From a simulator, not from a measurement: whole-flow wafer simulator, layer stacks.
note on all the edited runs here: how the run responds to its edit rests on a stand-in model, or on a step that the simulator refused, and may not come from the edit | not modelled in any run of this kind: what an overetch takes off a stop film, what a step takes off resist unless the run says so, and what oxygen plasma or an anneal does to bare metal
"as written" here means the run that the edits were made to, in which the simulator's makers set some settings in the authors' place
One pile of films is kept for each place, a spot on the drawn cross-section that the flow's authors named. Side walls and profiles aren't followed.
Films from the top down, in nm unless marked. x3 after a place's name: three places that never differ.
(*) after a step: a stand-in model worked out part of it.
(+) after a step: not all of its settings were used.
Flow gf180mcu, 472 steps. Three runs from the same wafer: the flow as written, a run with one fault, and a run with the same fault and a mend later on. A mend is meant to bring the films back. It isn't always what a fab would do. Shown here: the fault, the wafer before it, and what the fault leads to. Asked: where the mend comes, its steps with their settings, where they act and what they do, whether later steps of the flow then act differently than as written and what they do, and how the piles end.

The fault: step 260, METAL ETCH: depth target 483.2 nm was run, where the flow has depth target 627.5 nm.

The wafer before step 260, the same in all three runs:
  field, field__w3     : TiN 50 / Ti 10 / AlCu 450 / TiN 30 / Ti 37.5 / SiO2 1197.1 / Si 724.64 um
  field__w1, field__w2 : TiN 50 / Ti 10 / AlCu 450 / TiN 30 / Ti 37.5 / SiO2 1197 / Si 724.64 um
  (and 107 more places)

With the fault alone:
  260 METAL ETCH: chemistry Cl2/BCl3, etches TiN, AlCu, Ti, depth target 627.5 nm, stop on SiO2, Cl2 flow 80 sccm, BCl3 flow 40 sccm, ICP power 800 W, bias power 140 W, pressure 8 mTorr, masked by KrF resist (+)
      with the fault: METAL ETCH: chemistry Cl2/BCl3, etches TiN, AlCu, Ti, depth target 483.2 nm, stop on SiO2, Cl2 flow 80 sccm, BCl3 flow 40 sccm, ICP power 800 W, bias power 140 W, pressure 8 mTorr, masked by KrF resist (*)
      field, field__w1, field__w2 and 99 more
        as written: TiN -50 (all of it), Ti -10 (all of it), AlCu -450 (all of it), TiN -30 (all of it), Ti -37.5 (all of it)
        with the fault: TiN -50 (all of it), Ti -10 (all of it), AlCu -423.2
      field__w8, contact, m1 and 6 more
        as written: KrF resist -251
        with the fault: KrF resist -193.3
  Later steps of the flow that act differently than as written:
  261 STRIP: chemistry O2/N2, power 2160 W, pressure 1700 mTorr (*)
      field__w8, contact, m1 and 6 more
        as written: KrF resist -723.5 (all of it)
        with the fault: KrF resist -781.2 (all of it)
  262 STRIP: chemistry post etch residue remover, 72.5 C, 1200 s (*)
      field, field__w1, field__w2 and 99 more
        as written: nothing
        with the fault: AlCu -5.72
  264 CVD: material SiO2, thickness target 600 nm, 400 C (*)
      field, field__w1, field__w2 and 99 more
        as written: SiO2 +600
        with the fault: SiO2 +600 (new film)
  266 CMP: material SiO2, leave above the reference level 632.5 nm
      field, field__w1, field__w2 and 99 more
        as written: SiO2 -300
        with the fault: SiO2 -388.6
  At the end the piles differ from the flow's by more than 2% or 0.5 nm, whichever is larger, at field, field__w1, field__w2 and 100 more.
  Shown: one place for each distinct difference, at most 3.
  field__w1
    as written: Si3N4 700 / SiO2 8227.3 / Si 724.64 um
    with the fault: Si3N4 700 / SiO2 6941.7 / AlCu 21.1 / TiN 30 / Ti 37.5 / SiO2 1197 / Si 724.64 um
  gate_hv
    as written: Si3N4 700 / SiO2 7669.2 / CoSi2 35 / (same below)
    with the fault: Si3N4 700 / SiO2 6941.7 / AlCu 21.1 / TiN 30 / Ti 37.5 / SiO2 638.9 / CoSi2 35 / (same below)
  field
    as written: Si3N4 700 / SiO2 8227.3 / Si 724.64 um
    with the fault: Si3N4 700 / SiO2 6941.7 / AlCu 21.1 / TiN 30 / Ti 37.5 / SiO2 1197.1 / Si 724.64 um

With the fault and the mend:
  The mend comes after step 260.
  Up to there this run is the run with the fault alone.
  260a METAL ETCH: chemistry Cl2/BCl3, etches TiN, AlCu, Ti, depth target 144.3 nm, stop on SiO2, Cl2 flow 80 sccm, BCl3 flow 40 sccm, ICP power 800 W, bias power 140 W, pressure 8 mTorr, masked by KrF resist (+) (the flow's step 260 once more, with other settings)
      field, field__w1, field__w2 and 99 more
        AlCu -26.8 (all of it), TiN -30 (all of it), Ti -37.5 (all of it)
      field__w8, contact, m1 and 6 more
        KrF resist -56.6
  No later step of the flow acts differently than as written, at any place that is followed, by more than 2% or 0.5 nm, whichever is larger.
  At the end the piles are the same as the flow's at every place that both follow.
